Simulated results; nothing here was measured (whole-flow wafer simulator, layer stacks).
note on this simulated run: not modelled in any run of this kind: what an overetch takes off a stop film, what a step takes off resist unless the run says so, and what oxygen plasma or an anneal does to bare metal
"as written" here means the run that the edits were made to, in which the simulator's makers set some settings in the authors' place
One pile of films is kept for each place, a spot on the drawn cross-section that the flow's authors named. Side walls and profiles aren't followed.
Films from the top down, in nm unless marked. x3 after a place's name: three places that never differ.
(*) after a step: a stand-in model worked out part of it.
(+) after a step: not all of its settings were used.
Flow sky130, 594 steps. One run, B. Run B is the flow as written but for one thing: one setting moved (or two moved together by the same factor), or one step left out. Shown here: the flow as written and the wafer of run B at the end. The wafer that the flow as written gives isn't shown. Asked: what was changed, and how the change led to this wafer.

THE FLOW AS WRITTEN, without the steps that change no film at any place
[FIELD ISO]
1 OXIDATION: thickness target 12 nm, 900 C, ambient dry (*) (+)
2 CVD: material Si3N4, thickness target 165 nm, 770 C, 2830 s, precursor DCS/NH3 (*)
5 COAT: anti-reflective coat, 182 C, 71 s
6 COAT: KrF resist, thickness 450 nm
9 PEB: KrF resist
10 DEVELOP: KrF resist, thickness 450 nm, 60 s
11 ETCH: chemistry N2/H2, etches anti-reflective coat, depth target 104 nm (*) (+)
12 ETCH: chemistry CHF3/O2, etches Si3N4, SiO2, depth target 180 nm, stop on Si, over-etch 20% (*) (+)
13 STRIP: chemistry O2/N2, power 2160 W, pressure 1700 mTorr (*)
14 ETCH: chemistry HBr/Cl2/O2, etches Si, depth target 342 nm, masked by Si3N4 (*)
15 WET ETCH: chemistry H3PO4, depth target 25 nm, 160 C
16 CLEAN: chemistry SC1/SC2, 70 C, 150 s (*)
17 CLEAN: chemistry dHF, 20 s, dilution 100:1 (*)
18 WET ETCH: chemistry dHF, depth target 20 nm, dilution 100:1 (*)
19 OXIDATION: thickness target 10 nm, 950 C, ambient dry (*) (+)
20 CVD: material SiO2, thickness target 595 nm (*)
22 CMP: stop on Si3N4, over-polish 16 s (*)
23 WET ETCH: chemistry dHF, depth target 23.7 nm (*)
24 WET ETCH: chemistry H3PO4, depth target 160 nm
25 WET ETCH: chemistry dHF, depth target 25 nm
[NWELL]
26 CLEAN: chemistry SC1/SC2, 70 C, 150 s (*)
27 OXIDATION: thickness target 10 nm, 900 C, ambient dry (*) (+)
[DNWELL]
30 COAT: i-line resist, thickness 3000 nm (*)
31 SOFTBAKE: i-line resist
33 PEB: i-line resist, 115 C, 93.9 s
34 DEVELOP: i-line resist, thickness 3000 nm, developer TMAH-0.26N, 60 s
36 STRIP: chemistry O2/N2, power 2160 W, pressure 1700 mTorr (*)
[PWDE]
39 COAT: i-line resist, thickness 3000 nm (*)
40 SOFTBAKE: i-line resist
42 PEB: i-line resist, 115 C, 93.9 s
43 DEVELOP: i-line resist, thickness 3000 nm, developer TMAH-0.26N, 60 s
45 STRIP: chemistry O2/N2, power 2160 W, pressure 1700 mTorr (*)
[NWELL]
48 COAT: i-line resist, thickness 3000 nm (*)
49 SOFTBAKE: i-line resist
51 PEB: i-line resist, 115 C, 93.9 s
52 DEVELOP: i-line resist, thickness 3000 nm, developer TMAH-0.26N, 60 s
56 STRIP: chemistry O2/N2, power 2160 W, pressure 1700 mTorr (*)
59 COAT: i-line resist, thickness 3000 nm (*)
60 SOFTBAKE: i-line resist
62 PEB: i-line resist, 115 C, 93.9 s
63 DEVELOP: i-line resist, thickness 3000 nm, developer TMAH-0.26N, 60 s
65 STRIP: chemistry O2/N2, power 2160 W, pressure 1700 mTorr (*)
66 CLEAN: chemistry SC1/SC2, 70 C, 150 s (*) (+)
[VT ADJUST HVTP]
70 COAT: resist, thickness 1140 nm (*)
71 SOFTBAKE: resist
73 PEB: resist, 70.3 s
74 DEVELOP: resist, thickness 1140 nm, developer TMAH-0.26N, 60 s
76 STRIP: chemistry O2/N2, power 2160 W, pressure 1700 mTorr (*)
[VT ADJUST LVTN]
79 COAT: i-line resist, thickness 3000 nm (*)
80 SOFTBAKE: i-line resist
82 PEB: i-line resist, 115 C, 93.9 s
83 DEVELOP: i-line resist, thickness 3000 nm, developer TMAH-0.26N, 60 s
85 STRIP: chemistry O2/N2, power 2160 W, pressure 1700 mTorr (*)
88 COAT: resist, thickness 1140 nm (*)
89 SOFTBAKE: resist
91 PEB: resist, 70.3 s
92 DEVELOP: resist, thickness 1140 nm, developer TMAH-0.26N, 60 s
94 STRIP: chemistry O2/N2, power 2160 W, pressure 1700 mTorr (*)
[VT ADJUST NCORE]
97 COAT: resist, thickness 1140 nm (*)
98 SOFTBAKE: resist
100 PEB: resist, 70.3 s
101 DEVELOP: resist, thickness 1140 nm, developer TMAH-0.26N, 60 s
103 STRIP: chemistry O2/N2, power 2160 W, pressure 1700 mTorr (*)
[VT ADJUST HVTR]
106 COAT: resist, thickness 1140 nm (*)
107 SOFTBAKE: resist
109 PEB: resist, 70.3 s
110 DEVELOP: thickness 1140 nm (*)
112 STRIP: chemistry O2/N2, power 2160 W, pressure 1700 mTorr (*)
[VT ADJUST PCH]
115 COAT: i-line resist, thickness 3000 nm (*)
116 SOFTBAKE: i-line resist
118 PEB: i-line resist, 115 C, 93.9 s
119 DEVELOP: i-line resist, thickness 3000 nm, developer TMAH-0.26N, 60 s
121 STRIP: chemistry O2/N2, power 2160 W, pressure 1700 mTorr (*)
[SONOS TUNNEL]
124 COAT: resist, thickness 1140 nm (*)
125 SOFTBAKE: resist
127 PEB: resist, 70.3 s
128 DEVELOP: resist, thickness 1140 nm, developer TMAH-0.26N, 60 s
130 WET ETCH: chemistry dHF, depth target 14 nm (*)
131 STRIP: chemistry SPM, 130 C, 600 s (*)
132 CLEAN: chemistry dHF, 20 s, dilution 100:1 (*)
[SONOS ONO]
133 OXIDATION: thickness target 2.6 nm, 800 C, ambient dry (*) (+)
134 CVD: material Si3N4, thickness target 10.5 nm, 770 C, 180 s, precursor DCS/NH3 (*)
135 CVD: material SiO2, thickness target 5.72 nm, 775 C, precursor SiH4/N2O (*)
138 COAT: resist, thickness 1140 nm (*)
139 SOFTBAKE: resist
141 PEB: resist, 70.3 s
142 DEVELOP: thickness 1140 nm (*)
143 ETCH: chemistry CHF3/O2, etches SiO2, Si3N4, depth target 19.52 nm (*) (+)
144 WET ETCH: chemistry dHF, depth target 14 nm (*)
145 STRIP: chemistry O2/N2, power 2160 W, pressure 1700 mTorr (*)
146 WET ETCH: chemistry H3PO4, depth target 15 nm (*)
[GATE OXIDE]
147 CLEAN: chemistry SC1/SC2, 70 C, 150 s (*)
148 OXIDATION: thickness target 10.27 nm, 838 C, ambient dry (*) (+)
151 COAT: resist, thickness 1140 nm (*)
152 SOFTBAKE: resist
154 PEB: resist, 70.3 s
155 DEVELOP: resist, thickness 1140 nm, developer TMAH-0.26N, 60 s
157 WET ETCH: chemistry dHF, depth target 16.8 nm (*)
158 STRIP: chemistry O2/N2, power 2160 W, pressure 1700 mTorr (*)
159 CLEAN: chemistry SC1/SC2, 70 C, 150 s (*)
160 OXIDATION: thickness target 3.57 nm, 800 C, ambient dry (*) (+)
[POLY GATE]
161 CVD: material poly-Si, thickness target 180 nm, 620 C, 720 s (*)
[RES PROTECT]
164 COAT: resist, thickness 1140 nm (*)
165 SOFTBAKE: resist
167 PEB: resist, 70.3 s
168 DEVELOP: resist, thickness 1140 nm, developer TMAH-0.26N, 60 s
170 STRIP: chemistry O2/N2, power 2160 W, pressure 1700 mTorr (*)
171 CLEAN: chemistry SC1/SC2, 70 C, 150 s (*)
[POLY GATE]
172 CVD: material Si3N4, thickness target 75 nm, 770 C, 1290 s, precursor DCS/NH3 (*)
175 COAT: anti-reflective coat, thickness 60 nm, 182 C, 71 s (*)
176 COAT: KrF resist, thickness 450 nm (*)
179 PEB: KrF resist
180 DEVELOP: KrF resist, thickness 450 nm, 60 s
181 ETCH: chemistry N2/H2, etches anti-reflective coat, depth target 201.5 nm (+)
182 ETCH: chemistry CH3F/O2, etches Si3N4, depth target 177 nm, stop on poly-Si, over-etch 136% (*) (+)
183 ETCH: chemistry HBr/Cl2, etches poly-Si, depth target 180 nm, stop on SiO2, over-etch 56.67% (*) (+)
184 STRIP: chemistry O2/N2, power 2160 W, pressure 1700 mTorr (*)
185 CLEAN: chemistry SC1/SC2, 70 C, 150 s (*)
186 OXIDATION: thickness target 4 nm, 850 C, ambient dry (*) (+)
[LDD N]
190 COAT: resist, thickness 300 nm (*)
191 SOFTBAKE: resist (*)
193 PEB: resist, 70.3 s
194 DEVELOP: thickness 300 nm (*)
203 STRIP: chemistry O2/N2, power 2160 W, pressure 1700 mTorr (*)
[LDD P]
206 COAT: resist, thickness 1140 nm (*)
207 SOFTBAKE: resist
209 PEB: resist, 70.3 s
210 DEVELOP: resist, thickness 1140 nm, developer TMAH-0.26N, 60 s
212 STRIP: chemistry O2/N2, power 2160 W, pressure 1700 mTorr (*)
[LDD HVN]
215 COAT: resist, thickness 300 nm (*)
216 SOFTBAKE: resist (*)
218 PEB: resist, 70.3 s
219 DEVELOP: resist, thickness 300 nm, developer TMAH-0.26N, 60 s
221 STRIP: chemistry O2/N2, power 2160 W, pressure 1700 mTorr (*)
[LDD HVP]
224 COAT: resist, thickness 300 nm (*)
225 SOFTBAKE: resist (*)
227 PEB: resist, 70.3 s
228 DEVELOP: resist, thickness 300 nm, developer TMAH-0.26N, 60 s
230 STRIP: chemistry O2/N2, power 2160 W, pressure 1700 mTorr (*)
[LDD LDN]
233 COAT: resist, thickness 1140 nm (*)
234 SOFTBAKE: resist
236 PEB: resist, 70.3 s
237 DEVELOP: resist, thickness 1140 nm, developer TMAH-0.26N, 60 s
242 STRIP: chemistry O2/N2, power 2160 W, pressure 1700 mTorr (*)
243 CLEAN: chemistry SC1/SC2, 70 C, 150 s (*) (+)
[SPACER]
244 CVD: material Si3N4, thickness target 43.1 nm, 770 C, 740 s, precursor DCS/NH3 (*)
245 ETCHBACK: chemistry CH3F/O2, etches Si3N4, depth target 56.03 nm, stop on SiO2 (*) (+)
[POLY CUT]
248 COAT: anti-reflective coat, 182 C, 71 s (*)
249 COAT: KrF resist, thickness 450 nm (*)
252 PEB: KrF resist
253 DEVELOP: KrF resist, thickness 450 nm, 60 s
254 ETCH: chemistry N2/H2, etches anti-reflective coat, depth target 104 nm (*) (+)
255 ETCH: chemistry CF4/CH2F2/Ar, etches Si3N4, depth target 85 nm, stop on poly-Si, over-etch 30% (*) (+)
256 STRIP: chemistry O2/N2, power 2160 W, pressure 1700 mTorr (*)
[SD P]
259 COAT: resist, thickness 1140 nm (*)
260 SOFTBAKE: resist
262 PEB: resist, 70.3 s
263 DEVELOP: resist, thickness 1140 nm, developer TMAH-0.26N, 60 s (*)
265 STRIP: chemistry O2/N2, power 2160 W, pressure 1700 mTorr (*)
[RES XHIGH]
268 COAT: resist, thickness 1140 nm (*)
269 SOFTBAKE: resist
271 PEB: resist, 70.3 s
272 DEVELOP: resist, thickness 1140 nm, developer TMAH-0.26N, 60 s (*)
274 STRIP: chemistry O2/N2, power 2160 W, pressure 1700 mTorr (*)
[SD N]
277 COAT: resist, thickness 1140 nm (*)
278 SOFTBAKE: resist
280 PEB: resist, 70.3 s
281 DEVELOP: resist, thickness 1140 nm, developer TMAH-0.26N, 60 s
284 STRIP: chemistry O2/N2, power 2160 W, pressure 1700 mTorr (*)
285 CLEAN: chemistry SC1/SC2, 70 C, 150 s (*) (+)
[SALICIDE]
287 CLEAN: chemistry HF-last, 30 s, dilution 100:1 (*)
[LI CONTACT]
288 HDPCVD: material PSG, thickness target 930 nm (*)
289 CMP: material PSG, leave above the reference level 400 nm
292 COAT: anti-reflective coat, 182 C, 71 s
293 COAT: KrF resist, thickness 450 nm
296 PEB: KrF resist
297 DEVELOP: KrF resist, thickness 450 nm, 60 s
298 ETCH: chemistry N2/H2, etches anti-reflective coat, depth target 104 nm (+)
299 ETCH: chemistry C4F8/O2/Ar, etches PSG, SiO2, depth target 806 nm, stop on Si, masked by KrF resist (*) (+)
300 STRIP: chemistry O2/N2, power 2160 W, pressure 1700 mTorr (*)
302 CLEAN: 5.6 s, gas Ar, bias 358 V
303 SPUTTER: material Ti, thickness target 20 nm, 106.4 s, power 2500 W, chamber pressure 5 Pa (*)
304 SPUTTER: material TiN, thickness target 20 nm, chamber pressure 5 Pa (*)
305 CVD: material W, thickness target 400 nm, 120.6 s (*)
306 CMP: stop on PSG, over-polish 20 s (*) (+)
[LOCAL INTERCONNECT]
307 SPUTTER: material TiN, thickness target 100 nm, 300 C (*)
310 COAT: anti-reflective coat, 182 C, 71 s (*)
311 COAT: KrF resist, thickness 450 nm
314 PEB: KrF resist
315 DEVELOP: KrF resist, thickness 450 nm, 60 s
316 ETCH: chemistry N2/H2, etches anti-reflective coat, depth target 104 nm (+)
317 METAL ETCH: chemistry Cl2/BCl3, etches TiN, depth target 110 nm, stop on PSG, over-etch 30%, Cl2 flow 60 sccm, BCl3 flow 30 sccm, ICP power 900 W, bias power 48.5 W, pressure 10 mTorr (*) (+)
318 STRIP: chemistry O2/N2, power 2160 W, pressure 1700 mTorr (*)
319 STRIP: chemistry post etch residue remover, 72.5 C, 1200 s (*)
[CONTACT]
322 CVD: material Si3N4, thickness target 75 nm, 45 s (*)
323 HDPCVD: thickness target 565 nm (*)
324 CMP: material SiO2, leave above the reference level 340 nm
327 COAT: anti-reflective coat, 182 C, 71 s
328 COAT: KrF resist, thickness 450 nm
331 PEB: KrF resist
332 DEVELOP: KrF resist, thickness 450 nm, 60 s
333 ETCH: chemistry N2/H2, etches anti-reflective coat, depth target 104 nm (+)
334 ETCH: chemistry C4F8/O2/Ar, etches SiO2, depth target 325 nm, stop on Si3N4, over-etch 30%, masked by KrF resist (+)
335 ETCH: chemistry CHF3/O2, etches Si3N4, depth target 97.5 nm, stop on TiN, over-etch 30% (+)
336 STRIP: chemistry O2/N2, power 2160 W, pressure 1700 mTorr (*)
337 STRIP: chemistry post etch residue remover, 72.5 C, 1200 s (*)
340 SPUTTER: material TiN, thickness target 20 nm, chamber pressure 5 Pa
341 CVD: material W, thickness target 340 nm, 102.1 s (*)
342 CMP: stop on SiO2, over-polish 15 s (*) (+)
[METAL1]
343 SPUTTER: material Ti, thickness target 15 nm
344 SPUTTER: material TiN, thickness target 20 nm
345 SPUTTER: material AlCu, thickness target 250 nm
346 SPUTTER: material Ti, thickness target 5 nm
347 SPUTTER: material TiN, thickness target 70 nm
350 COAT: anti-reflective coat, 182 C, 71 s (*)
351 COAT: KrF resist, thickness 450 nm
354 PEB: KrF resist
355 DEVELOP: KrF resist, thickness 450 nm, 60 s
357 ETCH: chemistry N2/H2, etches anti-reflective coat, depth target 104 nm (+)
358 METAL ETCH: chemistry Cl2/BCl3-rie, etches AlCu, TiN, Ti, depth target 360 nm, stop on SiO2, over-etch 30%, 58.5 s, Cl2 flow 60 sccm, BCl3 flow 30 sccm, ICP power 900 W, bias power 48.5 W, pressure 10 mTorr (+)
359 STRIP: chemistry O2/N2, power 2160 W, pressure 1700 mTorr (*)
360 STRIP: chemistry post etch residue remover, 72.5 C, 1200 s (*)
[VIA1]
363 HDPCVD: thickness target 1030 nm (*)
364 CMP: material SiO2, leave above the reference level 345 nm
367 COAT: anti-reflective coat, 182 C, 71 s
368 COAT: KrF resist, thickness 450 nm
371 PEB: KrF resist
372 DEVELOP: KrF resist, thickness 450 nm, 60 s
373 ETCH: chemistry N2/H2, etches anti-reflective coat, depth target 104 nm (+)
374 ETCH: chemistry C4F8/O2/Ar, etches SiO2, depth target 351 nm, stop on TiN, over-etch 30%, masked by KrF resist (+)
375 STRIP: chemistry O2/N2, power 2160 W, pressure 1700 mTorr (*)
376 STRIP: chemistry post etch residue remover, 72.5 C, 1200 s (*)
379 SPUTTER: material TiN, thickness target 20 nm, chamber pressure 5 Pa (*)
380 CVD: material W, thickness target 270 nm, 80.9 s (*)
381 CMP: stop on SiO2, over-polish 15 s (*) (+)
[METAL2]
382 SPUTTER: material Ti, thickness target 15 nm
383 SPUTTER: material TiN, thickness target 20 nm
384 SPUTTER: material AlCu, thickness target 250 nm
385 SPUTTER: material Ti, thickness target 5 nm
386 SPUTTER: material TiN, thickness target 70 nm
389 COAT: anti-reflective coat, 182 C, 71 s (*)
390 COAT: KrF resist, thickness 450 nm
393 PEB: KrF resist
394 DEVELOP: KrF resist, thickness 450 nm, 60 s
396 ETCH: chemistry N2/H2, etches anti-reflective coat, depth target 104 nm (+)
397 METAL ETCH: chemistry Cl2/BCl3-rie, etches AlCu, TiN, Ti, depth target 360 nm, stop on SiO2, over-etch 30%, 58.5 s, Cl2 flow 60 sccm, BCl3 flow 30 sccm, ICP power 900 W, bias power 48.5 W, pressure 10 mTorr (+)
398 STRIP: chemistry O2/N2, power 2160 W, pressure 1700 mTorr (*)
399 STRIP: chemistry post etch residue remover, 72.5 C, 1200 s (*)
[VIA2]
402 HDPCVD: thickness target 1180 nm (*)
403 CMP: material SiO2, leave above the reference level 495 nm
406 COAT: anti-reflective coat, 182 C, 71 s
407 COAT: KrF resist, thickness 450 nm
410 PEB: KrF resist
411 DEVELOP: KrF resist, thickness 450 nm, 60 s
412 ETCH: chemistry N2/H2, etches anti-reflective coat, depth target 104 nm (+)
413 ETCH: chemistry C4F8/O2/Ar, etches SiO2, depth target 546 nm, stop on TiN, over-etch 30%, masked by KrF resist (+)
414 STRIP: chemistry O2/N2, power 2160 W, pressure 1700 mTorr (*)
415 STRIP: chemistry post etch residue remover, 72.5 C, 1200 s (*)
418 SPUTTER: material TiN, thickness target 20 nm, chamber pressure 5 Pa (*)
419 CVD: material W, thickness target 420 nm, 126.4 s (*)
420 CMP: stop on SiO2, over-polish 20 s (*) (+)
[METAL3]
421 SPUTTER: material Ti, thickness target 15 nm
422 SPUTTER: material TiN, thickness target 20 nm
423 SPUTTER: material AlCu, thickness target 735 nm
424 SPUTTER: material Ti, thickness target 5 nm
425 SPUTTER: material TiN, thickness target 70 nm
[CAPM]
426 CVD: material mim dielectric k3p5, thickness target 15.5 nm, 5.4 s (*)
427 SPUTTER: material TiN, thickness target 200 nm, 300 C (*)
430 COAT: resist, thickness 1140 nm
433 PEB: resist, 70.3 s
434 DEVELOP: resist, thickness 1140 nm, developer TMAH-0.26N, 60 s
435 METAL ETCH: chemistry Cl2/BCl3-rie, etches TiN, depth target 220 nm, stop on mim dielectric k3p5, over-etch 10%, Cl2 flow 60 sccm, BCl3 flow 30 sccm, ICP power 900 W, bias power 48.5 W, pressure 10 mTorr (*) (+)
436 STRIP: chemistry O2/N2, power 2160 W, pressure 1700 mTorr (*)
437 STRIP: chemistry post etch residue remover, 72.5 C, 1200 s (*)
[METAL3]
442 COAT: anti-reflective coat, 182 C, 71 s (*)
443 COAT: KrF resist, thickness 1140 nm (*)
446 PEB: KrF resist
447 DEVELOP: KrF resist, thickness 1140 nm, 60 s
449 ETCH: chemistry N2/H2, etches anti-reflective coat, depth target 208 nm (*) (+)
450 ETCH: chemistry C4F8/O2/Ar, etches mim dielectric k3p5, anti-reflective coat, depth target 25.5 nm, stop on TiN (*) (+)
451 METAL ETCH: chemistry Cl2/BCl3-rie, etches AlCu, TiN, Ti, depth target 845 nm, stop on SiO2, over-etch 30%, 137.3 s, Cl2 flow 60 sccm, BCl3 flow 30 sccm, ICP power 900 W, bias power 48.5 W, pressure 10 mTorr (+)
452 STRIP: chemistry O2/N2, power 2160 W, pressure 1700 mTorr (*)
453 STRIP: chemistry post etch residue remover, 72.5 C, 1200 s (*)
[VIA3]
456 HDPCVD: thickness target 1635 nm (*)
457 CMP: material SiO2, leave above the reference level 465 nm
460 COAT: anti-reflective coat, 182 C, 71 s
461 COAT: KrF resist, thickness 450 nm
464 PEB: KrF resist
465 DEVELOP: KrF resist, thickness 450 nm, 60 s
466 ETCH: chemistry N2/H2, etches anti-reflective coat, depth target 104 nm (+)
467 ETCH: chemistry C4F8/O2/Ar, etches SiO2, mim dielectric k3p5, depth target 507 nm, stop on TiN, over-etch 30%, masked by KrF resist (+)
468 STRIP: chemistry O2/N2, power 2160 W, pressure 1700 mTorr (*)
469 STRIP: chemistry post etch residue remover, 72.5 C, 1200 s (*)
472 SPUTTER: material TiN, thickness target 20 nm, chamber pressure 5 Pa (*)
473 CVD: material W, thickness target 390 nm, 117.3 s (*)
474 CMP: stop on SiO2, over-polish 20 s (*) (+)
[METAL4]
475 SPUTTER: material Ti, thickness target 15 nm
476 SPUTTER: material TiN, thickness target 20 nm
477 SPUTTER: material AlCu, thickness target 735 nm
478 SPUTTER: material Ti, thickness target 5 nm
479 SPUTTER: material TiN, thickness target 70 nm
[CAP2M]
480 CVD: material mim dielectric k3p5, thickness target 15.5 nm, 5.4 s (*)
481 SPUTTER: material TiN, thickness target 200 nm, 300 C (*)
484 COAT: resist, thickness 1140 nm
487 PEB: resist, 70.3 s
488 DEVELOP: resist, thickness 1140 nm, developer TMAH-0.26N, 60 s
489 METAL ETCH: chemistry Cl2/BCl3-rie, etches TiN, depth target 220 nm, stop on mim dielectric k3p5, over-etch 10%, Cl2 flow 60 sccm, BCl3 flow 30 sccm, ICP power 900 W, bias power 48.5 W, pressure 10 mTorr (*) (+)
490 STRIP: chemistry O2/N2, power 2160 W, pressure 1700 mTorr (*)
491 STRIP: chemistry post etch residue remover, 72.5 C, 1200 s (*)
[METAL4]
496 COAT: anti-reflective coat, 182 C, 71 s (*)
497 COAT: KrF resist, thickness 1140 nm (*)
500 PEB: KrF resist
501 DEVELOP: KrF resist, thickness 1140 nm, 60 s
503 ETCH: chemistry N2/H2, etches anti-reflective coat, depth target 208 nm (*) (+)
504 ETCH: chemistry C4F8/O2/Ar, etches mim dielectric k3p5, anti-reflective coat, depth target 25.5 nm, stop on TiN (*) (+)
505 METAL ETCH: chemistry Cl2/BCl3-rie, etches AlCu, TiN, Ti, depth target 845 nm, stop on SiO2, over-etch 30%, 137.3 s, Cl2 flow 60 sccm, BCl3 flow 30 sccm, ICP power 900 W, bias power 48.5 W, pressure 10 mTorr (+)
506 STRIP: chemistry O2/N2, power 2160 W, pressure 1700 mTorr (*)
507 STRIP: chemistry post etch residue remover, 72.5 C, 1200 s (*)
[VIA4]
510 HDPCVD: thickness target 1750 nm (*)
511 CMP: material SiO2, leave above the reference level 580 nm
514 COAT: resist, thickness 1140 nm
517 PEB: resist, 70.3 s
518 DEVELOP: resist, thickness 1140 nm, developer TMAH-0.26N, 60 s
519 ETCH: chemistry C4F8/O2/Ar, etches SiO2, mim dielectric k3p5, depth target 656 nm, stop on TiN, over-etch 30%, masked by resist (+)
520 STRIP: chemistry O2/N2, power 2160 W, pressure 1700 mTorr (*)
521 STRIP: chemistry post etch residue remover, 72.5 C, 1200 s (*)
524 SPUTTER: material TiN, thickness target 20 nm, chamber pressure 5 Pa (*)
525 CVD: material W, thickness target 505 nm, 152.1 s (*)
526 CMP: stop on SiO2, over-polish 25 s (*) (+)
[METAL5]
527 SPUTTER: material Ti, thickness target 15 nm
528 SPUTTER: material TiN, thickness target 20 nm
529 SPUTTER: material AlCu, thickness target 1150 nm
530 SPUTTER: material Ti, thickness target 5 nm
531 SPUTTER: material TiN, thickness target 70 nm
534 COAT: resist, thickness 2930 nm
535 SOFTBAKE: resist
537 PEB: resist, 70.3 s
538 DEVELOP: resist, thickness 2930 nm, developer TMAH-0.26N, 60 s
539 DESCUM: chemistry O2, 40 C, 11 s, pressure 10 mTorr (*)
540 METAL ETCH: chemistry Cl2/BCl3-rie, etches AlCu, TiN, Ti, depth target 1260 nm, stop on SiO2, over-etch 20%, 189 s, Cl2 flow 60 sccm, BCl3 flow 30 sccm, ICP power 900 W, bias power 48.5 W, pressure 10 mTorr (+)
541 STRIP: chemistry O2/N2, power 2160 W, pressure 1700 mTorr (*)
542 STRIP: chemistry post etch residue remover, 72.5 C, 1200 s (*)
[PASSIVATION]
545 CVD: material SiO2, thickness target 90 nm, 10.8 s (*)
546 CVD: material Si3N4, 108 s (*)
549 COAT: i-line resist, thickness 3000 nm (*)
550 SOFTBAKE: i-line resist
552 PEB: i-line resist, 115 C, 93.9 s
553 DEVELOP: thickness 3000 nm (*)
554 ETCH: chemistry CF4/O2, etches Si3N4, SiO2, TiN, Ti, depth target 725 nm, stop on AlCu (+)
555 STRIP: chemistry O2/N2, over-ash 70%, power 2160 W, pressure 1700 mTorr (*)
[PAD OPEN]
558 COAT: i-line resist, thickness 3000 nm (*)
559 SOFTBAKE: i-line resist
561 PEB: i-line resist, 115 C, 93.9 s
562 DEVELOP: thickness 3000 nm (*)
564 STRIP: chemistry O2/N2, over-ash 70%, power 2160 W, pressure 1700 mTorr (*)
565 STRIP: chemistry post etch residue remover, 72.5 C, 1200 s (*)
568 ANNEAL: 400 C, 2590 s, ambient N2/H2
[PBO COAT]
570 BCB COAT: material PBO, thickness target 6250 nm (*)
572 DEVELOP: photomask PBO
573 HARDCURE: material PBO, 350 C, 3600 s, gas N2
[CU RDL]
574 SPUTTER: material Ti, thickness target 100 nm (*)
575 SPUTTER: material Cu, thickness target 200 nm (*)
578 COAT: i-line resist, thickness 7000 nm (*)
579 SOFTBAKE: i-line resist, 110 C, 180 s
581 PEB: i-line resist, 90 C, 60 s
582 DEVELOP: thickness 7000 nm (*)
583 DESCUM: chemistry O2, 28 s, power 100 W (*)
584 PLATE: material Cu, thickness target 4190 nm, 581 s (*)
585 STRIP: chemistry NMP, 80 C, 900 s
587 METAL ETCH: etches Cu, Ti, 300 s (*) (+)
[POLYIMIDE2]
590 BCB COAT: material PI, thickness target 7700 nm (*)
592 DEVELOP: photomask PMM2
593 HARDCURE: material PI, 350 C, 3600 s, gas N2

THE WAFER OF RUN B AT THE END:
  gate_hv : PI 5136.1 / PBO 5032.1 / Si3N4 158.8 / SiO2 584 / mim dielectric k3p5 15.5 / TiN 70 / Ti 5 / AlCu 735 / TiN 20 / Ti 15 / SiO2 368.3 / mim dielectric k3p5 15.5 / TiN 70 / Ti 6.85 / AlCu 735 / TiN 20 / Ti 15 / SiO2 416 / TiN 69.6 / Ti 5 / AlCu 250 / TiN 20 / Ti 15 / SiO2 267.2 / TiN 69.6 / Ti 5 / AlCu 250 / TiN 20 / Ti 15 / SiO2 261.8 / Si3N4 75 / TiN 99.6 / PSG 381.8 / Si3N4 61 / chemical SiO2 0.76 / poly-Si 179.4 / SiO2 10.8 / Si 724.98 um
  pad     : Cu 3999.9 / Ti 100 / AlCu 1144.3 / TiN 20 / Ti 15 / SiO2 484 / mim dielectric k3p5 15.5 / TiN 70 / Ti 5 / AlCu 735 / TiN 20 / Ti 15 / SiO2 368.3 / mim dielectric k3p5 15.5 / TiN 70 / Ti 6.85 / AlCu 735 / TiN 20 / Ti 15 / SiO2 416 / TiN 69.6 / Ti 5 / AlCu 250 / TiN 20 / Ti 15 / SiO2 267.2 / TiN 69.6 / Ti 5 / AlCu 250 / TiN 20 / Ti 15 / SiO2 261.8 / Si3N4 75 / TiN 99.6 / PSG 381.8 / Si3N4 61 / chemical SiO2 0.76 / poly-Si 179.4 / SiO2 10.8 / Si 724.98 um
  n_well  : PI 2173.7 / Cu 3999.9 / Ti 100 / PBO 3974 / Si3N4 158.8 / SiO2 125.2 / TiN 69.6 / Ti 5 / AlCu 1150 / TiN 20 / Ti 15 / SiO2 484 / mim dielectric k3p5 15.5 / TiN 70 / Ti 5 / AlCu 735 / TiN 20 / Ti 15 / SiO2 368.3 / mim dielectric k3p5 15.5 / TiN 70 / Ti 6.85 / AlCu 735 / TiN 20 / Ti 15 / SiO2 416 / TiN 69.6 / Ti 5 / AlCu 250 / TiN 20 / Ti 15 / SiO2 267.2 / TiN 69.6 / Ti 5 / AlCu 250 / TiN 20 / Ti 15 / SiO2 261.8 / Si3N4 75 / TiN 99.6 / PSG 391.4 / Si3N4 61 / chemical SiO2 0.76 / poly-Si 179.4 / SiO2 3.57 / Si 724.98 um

The cause: step 424, SPUTTER: thickness target 6.85 nm was run, where the flow has thickness target 5 nm.
It can be read off the wafer: gate_hv has Ti 6.85, and step 424 as written asks for 5 nm.

How the change led to this, step by step:
  424 SPUTTER: material Ti, thickness target 5 nm
      field, active, n_well and 188 more: Ti +6.85 (new film) (as written it would be: Ti +5 (new film))
  451 METAL ETCH: chemistry Cl2/BCl3-rie, etches AlCu, TiN, Ti, depth target 845 nm, stop on SiO2, over-etch 30%, 137.3 s, Cl2 flow 60 sccm, BCl3 flow 30 sccm, ICP power 900 W, bias power 48.5 W, pressure 10 mTorr (+)
      field, gate, spacer and 68 more: TiN -70 (all of it), Ti -6.85 (all of it), AlCu -735 (all of it), TiN -20 (all of it), Ti -15 (all of it), SiO2 -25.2 (as written it would be: TiN -70 (all of it), Ti -5 (all of it), AlCu -735 (all of it), TiN -20 (all of it), Ti -15 (all of it), SiO2 -25.4)
      active, vpp_ln, vpp_iso2 and 11 more: TiN -70 (all of it), Ti -6.85 (all of it), AlCu -735 (all of it), TiN -20 (all of it), Ti -15 (all of it), SiO2 -25.2 (as written it would be: TiN -70 (all of it), Ti -5 (all of it), AlCu -735 (all of it), TiN -20 (all of it), Ti -15 (all of it), SiO2 -25.3)
